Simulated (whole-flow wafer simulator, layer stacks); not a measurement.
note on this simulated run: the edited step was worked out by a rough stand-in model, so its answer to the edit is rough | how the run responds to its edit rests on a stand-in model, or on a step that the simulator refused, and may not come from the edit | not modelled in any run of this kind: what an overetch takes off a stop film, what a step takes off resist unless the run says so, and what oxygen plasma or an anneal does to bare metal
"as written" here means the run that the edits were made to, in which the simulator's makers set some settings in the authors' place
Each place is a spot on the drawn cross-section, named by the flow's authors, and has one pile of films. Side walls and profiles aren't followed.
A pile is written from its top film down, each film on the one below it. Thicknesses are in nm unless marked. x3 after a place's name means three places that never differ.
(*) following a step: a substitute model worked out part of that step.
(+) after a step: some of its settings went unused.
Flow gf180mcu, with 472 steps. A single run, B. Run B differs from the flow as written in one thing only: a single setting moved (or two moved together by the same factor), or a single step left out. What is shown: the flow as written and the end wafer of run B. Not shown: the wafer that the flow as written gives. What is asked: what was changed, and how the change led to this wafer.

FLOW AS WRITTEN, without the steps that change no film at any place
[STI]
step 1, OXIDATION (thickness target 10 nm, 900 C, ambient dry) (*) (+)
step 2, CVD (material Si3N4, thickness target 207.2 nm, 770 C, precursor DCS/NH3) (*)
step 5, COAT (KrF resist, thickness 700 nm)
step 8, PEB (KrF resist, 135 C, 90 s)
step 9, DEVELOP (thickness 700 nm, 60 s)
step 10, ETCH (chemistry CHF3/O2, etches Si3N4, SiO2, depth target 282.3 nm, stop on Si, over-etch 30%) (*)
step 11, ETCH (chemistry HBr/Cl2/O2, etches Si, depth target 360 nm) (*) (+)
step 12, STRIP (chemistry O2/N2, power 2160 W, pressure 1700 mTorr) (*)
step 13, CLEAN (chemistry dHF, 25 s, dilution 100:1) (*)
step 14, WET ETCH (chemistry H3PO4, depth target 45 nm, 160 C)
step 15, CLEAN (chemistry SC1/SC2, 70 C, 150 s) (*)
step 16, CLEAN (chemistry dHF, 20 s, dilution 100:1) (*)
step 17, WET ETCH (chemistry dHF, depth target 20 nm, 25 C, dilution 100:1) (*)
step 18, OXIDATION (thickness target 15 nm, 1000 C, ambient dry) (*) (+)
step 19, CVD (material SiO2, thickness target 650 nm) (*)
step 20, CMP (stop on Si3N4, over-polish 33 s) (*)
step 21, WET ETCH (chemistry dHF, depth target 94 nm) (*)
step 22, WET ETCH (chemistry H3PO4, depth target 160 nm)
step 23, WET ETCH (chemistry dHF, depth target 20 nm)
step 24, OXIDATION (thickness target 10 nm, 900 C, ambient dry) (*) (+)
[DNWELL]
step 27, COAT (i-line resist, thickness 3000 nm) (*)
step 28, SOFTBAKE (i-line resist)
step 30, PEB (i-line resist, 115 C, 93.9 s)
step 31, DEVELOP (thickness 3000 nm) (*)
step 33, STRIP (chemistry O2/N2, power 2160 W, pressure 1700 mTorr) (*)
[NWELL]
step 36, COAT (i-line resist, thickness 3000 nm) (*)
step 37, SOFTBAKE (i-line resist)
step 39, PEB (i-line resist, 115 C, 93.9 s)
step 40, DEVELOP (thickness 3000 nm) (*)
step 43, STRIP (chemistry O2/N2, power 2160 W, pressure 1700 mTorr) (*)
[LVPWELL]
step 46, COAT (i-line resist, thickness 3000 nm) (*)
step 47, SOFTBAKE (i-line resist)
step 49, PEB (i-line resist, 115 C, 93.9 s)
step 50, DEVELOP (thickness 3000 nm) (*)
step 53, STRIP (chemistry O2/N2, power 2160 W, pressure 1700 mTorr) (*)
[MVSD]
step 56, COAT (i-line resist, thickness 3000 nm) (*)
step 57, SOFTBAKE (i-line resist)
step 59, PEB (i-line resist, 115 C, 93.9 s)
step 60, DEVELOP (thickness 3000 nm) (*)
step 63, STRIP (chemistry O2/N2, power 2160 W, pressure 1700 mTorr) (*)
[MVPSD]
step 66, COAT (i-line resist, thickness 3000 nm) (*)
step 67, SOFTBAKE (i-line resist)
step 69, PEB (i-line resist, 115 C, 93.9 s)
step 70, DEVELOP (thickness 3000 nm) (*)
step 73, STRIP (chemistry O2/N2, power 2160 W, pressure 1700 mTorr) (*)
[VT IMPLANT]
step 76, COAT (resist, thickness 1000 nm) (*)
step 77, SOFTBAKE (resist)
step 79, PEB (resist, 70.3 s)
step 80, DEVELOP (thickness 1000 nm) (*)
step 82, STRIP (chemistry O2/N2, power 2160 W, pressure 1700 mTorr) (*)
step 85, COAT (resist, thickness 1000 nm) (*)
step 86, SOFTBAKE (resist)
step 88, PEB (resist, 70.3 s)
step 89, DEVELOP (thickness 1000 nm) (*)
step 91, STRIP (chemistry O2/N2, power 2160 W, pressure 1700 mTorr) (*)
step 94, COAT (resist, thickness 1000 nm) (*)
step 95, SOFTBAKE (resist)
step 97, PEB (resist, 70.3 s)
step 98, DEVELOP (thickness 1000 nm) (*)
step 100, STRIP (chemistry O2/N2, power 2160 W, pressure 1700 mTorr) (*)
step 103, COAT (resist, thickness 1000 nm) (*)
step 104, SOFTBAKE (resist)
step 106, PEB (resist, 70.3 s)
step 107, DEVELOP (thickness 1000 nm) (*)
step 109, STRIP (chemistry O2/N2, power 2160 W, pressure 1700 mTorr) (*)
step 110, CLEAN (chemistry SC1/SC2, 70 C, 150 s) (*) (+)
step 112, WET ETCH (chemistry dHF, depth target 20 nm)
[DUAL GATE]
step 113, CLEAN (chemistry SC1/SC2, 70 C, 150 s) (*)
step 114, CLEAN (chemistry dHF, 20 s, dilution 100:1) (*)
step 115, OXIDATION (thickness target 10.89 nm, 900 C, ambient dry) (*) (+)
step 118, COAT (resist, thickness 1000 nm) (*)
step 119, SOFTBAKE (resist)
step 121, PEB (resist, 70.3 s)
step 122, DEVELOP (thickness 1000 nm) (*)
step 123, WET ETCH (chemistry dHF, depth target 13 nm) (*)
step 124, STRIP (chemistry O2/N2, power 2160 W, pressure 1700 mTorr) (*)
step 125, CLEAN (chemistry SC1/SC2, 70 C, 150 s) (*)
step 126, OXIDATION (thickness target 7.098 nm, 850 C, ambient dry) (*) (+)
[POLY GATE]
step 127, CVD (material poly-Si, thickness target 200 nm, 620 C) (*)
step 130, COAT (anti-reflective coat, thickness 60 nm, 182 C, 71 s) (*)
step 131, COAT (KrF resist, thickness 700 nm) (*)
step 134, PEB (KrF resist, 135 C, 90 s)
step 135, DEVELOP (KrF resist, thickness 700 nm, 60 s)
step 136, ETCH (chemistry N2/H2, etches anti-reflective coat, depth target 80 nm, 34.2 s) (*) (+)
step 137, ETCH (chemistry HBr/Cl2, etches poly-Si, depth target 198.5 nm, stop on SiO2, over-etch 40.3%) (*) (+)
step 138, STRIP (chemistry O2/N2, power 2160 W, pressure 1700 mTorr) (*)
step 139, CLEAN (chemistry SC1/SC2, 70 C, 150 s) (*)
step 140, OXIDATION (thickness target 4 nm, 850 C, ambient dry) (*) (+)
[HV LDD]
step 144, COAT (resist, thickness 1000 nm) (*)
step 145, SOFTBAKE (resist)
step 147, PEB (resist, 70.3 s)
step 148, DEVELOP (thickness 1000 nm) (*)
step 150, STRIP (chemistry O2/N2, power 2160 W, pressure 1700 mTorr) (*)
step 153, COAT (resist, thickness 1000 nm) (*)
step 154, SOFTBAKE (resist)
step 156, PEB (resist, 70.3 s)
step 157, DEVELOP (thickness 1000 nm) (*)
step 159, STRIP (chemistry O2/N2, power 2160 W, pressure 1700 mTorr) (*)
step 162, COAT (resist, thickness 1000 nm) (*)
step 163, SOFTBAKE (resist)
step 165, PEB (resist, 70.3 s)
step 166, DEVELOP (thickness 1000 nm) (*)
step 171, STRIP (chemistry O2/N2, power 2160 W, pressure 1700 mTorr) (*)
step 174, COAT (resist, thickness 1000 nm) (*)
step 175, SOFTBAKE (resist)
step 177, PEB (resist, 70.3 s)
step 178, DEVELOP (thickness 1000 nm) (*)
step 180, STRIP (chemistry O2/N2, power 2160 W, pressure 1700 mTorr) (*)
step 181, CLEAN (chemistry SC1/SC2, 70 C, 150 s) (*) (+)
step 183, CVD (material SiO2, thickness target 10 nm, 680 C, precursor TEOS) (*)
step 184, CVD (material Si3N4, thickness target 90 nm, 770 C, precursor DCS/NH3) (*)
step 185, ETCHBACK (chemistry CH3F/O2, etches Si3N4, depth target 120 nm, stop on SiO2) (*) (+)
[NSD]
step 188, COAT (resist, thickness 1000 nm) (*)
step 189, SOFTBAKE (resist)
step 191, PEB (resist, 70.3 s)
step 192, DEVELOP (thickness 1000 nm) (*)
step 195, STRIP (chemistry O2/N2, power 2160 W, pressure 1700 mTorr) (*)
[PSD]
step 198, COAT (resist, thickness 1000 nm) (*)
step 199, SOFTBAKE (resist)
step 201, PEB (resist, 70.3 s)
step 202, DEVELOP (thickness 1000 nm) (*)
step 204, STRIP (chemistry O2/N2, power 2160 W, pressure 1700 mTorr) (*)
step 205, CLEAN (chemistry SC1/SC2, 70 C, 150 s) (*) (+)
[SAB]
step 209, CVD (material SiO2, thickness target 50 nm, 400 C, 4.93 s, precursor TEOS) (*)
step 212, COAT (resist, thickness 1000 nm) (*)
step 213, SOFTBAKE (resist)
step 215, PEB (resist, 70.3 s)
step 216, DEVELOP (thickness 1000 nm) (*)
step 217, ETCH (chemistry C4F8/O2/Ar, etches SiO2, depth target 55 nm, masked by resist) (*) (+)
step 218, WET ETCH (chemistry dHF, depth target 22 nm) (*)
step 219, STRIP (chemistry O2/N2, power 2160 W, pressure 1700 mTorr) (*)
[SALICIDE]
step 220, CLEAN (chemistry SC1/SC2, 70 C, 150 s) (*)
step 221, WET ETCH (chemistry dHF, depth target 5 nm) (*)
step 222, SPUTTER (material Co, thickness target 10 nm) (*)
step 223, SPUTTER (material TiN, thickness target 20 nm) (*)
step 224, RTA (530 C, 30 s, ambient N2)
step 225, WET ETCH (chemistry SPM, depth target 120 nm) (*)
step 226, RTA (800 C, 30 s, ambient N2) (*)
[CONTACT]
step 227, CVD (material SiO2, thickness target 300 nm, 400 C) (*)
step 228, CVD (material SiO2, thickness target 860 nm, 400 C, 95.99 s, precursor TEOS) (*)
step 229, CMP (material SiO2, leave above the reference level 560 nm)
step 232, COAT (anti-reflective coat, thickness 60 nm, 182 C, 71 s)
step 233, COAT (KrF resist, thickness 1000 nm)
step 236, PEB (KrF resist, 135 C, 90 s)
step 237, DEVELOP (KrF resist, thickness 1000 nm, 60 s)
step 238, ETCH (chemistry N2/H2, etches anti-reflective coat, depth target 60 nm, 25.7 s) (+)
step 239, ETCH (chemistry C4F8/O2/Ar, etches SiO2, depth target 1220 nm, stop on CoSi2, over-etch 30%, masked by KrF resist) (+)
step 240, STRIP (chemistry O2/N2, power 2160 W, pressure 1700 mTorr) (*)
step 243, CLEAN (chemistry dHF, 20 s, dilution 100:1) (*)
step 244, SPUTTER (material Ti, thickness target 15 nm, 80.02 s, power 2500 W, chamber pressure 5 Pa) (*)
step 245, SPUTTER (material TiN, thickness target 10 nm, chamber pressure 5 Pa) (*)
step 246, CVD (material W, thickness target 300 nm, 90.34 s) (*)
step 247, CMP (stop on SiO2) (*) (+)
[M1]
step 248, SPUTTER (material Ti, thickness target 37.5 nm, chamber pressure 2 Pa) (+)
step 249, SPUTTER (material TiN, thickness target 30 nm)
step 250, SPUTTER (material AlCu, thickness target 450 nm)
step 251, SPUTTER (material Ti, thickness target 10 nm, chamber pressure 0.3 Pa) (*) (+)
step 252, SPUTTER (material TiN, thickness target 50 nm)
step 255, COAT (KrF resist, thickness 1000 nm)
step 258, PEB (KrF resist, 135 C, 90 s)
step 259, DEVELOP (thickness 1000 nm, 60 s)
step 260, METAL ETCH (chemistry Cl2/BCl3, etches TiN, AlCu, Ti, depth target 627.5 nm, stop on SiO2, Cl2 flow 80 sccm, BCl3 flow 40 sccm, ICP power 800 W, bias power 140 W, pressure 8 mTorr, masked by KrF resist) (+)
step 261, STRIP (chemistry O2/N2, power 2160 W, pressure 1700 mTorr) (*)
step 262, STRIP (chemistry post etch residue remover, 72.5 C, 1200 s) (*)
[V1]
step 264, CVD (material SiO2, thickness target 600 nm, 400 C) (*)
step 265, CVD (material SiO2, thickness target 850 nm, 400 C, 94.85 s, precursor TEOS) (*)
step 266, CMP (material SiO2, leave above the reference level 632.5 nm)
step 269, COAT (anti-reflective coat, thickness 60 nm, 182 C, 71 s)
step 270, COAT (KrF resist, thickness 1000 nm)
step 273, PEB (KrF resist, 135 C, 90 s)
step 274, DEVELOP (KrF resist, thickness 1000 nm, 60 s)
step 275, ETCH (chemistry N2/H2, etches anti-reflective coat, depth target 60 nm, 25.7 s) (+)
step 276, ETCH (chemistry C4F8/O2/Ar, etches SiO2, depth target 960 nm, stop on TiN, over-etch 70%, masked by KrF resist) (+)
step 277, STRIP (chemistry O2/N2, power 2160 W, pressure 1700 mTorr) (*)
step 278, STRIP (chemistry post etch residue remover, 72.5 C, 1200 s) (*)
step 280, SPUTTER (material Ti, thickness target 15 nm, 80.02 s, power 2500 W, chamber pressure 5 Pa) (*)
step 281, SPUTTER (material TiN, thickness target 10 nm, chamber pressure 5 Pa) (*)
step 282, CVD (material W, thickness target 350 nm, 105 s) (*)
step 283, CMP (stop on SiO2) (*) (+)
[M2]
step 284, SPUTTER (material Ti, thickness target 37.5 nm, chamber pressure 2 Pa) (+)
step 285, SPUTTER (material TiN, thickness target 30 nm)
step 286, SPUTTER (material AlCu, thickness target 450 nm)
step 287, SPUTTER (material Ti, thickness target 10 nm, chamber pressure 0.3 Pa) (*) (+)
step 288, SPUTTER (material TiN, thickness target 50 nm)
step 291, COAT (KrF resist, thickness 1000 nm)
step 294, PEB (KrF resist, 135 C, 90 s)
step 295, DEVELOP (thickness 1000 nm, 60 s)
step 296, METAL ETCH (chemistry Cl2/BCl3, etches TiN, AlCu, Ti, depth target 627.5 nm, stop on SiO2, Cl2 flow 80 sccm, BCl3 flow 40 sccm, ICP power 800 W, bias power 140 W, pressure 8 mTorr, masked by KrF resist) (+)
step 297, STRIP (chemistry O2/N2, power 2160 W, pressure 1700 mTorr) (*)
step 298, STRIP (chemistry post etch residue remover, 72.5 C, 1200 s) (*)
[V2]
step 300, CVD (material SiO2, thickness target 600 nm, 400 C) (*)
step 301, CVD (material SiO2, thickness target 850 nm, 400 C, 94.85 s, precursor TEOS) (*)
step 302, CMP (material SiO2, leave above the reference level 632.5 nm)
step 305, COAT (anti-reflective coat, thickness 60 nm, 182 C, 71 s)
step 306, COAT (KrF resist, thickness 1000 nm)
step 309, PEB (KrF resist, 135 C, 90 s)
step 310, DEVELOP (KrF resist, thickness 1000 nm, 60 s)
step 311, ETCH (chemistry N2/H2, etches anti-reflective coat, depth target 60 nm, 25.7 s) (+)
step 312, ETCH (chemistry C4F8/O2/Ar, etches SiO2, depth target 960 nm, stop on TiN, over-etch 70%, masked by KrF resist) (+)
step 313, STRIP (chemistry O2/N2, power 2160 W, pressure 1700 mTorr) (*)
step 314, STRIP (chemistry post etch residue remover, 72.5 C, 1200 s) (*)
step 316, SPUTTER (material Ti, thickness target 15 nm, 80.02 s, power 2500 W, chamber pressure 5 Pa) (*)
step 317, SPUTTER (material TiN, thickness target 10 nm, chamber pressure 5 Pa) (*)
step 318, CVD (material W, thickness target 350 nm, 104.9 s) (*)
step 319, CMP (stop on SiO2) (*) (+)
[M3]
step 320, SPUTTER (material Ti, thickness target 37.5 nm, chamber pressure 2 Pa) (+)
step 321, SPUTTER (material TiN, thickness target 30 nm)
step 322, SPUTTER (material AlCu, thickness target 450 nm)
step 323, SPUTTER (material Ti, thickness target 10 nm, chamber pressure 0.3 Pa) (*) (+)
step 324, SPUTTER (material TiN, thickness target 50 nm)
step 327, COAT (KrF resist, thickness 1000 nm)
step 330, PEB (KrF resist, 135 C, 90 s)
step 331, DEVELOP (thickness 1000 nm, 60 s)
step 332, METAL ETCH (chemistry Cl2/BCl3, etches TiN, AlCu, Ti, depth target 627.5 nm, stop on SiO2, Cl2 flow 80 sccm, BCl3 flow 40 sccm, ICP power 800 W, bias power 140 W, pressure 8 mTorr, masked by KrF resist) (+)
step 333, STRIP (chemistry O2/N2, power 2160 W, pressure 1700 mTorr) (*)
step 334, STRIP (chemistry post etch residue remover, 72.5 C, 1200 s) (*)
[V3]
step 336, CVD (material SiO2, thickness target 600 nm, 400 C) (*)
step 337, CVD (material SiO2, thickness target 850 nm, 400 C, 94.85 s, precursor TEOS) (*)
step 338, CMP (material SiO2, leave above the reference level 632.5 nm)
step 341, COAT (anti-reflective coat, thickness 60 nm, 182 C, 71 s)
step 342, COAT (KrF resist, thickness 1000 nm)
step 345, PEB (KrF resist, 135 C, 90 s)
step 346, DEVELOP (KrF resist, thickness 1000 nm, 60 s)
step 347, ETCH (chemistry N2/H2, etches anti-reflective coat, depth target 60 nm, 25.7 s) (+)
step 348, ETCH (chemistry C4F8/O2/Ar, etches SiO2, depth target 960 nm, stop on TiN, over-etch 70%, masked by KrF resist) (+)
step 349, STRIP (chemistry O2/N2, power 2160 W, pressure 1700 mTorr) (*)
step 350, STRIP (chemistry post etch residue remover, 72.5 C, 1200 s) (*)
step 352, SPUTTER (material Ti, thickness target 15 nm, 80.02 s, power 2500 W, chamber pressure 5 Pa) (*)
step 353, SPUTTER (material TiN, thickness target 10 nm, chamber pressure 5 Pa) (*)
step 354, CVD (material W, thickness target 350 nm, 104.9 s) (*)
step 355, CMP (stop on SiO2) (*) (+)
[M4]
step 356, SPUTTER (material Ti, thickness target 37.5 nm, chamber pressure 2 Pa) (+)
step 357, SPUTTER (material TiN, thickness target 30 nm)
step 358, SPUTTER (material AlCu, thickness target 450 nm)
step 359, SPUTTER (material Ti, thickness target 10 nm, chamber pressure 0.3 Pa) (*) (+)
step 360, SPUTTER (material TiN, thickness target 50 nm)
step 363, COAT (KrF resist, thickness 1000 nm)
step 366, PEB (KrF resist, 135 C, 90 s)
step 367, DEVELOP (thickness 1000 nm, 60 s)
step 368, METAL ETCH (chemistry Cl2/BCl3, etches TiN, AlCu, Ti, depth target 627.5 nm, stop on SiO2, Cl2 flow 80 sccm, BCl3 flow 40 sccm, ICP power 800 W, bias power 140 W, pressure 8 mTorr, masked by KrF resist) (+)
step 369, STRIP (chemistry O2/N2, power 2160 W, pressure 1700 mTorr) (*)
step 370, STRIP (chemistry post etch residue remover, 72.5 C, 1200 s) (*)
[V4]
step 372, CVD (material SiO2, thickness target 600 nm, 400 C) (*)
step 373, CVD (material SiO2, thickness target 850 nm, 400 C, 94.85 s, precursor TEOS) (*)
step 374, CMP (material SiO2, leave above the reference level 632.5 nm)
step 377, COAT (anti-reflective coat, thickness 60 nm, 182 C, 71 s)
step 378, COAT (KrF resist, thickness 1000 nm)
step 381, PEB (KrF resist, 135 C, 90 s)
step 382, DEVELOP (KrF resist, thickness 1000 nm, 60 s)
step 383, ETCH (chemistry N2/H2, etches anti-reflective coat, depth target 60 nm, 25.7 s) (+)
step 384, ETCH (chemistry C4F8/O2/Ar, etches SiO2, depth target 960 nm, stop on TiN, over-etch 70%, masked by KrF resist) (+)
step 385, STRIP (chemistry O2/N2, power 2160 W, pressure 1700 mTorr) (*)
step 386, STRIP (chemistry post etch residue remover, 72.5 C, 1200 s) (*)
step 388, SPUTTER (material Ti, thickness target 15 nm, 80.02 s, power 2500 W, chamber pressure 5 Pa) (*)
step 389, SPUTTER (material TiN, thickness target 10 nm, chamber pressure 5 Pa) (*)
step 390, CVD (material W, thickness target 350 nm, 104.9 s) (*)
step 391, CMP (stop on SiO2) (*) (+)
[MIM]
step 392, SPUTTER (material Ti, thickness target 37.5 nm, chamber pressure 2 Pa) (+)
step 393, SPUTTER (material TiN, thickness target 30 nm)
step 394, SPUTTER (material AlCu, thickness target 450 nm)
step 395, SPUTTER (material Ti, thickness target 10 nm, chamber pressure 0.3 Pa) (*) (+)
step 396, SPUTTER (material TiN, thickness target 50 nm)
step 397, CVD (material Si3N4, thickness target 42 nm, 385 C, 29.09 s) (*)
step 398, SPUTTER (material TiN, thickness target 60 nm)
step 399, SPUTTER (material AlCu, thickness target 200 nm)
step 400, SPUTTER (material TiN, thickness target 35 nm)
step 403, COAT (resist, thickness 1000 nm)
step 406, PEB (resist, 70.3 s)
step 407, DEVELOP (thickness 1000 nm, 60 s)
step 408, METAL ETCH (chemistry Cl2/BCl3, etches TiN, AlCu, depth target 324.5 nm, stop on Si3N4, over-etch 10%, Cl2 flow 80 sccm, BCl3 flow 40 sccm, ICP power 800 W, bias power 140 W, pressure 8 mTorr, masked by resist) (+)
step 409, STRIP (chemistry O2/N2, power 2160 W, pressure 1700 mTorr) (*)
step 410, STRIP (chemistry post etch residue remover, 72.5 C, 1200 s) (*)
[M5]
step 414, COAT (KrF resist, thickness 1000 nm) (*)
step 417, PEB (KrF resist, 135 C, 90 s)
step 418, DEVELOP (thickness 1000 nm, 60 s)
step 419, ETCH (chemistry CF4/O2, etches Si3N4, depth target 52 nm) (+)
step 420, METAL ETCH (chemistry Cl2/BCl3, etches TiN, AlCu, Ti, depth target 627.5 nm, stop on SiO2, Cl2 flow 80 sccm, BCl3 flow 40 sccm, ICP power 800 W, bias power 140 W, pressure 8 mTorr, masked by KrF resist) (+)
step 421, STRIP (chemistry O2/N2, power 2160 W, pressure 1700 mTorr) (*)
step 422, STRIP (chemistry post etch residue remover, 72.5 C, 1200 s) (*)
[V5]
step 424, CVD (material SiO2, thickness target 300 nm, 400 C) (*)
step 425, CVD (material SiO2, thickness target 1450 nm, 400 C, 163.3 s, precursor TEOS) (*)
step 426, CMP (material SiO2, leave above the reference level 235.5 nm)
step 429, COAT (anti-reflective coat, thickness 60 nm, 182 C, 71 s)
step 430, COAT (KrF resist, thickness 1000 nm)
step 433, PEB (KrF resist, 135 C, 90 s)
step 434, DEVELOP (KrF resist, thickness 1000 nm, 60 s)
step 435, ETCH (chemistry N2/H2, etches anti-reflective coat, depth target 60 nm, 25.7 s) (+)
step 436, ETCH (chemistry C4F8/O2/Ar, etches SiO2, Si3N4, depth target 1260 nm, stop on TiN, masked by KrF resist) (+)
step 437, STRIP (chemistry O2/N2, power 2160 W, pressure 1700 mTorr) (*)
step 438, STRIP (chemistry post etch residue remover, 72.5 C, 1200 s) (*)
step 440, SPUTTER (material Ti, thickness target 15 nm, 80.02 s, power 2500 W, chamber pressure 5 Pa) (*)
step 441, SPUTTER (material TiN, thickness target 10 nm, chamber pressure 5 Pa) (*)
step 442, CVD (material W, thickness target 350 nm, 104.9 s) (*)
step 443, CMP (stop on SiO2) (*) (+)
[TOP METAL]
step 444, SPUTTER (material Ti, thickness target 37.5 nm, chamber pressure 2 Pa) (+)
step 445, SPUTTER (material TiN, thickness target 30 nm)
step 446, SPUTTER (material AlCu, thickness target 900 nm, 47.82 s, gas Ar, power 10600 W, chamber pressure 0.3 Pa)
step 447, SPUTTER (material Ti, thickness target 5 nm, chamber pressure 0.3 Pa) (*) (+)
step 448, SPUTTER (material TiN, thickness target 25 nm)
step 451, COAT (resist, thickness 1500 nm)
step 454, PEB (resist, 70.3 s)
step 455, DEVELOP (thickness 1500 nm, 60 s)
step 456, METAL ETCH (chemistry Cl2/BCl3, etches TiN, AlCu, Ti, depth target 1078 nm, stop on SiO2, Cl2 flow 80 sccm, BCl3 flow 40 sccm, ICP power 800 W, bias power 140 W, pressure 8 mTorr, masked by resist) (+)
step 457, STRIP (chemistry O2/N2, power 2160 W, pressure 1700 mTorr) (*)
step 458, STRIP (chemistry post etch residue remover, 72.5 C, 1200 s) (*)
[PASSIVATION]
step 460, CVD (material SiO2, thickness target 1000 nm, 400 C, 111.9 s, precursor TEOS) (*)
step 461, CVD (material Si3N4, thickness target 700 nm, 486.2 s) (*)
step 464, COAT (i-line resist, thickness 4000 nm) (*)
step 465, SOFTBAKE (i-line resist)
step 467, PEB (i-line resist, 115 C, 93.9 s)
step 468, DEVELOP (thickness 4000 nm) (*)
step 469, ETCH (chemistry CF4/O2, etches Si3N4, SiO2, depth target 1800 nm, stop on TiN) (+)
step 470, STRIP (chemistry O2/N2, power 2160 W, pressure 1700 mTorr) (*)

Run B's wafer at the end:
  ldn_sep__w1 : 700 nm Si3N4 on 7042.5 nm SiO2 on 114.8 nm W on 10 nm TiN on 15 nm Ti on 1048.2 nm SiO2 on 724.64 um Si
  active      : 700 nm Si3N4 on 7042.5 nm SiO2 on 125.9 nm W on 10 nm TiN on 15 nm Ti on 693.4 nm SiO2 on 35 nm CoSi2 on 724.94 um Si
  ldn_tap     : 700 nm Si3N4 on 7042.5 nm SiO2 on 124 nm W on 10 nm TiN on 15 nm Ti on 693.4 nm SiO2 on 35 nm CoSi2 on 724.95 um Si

The reason: step 228, CVD: thickness target 387 nm was run, while the flow as written has thickness target 860 nm; step 228, CVD: 43.2 s was run, where the flow has 95.99 s.

Step by step, how the change led to this:
  step 228, CVD (material SiO2, thickness target 860 nm, 400 C, 95.99 s, precursor TEOS) (*)
      field, field__w7, field__w8 and 70 more: +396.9 SiO2 (in the flow as written it would be: +860 SiO2)
      field__w3, field__w12: +376.3 SiO2 (in the flow as written it would be: +807.3 SiO2)
      (and at 36 other places as well)
  step 229, CMP (material SiO2, leave above the reference level 560 nm)
      ldn_sep__w1, ldn_sep__w2, ldn_dft and 8 more: nothing (in the flow as written it would be: -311 SiO2)
      active, p_well, sd_n, iso_ptap_pw, iso_ntap_nw, iso_ptap_sub, vpnp_e: nothing (in the flow as written it would be: -299.9 SiO2)
      (and at 93 other places as well)
  step 232, COAT (anti-reflective coat, thickness 60 nm, 182 C, 71 s)
      sti, mim_1p0, pad, dice_street: +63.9 anti-reflective coat (new film) (in the flow as written it would be: +60 anti-reflective coat (new film))
      field_sub__w5, m1__w1: +58.6 anti-reflective coat (new film) (in the flow as written it would be: +60 anti-reflective coat (new film))
      (and at 98 other places as well)
  step 233, COAT (KrF resist, thickness 1000 nm)
      field: +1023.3 KrF resist (new film) (in the flow as written it would be: +1000 KrF resist (new film))
      field__w1: +1030.4 KrF resist (new film) (in the flow as written it would be: +1000 KrF resist (new film))
      (and at 60 other places as well)
  step 236, PEB (KrF resist, 135 C, 90 s)
      field__w6, field_sub__w2, m1__w1: -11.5 KrF resist (in the flow as written it would be: -10.5 KrF resist)
      gate, gate_p_hv5, ldn_fp: -9.39 KrF resist (in the flow as written it would be: -10.5 KrF resist)
      (and at 29 other places as well)
  step 237, DEVELOP (KrF resist, thickness 1000 nm, 60 s)
      contact: -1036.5 KrF resist (all of it) (in the flow as written it would be: -989.5 KrF resist (all of it))
      polyc_n: -909 KrF resist (all of it) (in the flow as written it would be: -989.5 KrF resist (all of it))
      (and at 1 other place as well)
  step 238, ETCH (chemistry N2/H2, etches anti-reflective coat, depth target 60 nm, 25.7 s) (+)
      contact: -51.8 anti-reflective coat (all of it), -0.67 SiO2 (in the flow as written it would be: -60 anti-reflective coat (all of it), -0.46 SiO2)
      polyc_n: -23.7 anti-reflective coat (all of it), -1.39 SiO2 (in the flow as written it would be: -60 anti-reflective coat (all of it), -0.46 SiO2)
      (and at 1 other place as well)
  step 239, ETCH (chemistry C4F8/O2/Ar, etches SiO2, depth target 1220 nm, stop on CoSi2, over-etch 30%, masked by KrF resist) (+)
      field, field__w1, field__w2 and 105 more: -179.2 KrF resist (in the flow as written it would be: -223.5 KrF resist)
      contact: -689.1 SiO2 (all of it) (in the flow as written it would be: -859.5 SiO2 (all of it))
  step 240, STRIP (chemistry O2/N2, power 2160 W, pressure 1700 mTorr) (*)
      sti, mim_1p0, pad, dice_street: -770 KrF resist (all of it), -63.9 anti-reflective coat (all of it) (in the flow as written it would be: -707.7 KrF resist (all of it), -60 anti-reflective coat (all of it))
      p_well, sd_n: -770 KrF resist (all of it), -60.8 anti-reflective coat (all of it) (in the flow as written it would be: -707.7 KrF resist (all of it), -60 anti-reflective coat (all of it))
      (and at 102 other places as well)
  step 244, SPUTTER (material Ti, thickness target 15 nm, 80.02 s, power 2500 W, chamber pressure 5 Pa) (*)
      field__w3, mim: +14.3 Ti (new film) (in the flow as written it would be: +15 Ti (new film))
      field__w12, ld_drift_n: +13.5 Ti (new film) (in the flow as written it would be: +15 Ti (new film))
      (and at 4 other places as well)
  step 245, SPUTTER (material TiN, thickness target 10 nm, chamber pressure 5 Pa) (*)
      field__w12: +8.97 TiN (new film) (in the flow as written it would be: +10 TiN (new film))
      contact: +6.07 TiN (new film) (in the flow as written it would be: +5.48 TiN (new film))
      (and at 4 other places as well)
  step 246, CVD (material W, thickness target 300 nm, 90.34 s) (*)
      contact: +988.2 W (new film) (in the flow as written it would be: +1167.5 W (new film))
  step 247, CMP (stop on SiO2) (*) (+)
      gate, gate_hv, gate_p and 23 more: -300 W (all of it), -10 TiN (all of it), -15 Ti (all of it) (in the flow as written it would be: -300 W (all of it), -10 TiN (all of it), -15 Ti (all of it), -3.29 SiO2)
      ldn_sep__w1, ldn_sep__w2, ldn_dft and 8 more: -172.9 W (in the flow as written it would be: -300 W (all of it), -10 TiN (all of it), -15 Ti (all of it), -3.29 SiO2)
      (and at 72 other places as well)
  step 260, METAL ETCH (chemistry Cl2/BCl3, etches TiN, AlCu, Ti, depth target 627.5 nm, stop on SiO2, Cl2 flow 80 sccm, BCl3 flow 40 sccm, ICP power 800 W, bias power 140 W, pressure 8 mTorr, masked by KrF resist) (+)
      field, field__w1, field__w2 and 75 more: -50 TiN (all of it), -10 Ti (all of it), -450 AlCu (all of it), -30 TiN (all of it), -37.5 Ti (all of it), -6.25 W (in the flow as written it would be: -50 TiN (all of it), -10 Ti (all of it), -450 AlCu (all of it), -30 TiN (all of it), -37.5 Ti (all of it))
  step 262, STRIP (chemistry post etch residue remover, 72.5 C, 1200 s) (*)
      field, field__w1, field__w2 and 75 more: -6.01 W (in the flow as written it would be: nothing)
  step 264, CVD (material SiO2, thickness target 600 nm, 400 C) (*)
      field, field__w1, field__w2 and 75 more: +600 SiO2 (new film) (in the flow as written it would be: +600 SiO2)
  step 266, CMP (material SiO2, leave above the reference level 632.5 nm)
      field, field__w1, field__w2 and 75 more: -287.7 SiO2 (in the flow as written it would be: -300 SiO2)
If metal films that touch count as one body, ldn_sep__w1 has 1 body; the flow as written gives 0 bodies.
If metal films that touch count as one body, active has 2 bodies (between them, from the top down: SiO2 693.4); the flow as written gives 1 body.
If metal films that touch count as one body, ldn_tap has 2 bodies (between them, from the top down: SiO2 693.4); the flow as written gives 1 body.
